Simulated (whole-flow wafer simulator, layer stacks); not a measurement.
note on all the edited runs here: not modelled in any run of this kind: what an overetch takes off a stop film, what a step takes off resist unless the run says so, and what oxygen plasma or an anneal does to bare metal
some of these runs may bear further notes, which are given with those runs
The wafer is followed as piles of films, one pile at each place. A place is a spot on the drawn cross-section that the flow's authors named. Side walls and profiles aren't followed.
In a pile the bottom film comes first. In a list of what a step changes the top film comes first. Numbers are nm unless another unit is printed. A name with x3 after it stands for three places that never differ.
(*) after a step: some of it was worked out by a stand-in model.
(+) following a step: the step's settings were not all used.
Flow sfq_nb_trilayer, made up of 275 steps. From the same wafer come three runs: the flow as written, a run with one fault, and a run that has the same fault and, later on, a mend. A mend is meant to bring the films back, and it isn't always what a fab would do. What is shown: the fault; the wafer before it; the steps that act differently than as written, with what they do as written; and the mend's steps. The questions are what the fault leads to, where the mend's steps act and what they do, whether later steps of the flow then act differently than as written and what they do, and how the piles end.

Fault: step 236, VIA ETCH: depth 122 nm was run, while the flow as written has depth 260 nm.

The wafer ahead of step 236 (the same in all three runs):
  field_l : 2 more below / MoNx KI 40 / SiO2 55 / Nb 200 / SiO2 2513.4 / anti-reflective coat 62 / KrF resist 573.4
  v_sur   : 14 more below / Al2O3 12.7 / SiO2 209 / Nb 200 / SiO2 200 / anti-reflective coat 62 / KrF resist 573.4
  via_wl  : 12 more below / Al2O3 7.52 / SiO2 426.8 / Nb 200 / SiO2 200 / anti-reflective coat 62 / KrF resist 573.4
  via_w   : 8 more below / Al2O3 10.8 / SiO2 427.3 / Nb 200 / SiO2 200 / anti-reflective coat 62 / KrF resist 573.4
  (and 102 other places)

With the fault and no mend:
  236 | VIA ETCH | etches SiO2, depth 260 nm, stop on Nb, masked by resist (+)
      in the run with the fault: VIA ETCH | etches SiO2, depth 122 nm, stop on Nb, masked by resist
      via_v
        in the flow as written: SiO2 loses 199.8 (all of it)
        in the run with the fault: SiO2 loses 122
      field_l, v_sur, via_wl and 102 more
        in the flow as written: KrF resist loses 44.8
        in the run with the fault: KrF resist loses 21
  Steps later in the flow that act otherwise than as written (3 more steps, not shown, differ only slightly: by at most 2% or 0.5 nm, whichever is larger):
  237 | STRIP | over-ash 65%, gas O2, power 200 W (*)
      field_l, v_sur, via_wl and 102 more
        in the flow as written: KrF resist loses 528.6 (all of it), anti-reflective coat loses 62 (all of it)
        in the run with the fault: KrF resist loses 552.4 (all of it), anti-reflective coat loses 62 (all of it)
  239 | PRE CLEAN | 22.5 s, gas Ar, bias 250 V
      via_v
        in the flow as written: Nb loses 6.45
        in the run with the fault: SiO2 loses 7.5
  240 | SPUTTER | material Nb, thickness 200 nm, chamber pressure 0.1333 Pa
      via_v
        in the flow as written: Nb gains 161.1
        in the run with the fault: Nb gains 179.9 (new film)
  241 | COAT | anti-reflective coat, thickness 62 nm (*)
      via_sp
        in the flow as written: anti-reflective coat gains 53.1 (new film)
        in the run with the fault: anti-reflective coat gains 54.5 (new film)
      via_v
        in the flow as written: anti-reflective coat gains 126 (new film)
        in the run with the fault: anti-reflective coat gains 107.8 (new film)
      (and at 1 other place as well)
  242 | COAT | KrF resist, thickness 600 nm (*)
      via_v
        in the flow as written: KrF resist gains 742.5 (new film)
        in the run with the fault: KrF resist gains 677.9 (new film)
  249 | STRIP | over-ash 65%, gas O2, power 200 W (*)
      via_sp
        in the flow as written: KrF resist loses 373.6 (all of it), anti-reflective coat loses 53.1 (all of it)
        in the run with the fault: KrF resist loses 379 (all of it), anti-reflective coat loses 54.5 (all of it)
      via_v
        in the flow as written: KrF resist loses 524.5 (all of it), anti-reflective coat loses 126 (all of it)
        in the run with the fault: KrF resist loses 460.1 (all of it), anti-reflective coat loses 107.8 (all of it)
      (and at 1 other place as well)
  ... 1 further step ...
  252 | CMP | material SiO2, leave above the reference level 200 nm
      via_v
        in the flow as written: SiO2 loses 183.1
        in the run with the fault: SiO2 loses 157.7
  The piles end different from the flow's at via_v by more than 2% or 0.5 nm, whichever is larger.
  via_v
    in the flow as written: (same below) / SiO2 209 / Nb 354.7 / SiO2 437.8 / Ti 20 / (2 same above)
    in the run with the fault: (same below) / SiO2 209 / Nb 200 / SiO2 70.3 / Nb 179.9 / SiO2 342.3 / Ti 20 / (2 same above)

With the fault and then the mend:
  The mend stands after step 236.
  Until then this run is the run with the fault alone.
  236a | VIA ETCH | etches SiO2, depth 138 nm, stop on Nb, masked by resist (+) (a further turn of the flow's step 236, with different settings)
      field_l, v_sur, via_wl and 102 more
        KrF resist loses 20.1
      via_v
        SiO2 loses 77.8 (all of it)
  Later steps of the flow that are run all act as written at every place that is followed, up to a difference of at most 2% or 0.5 nm, whichever is larger.
  At every place that both follow, the piles at the end match the flow's.
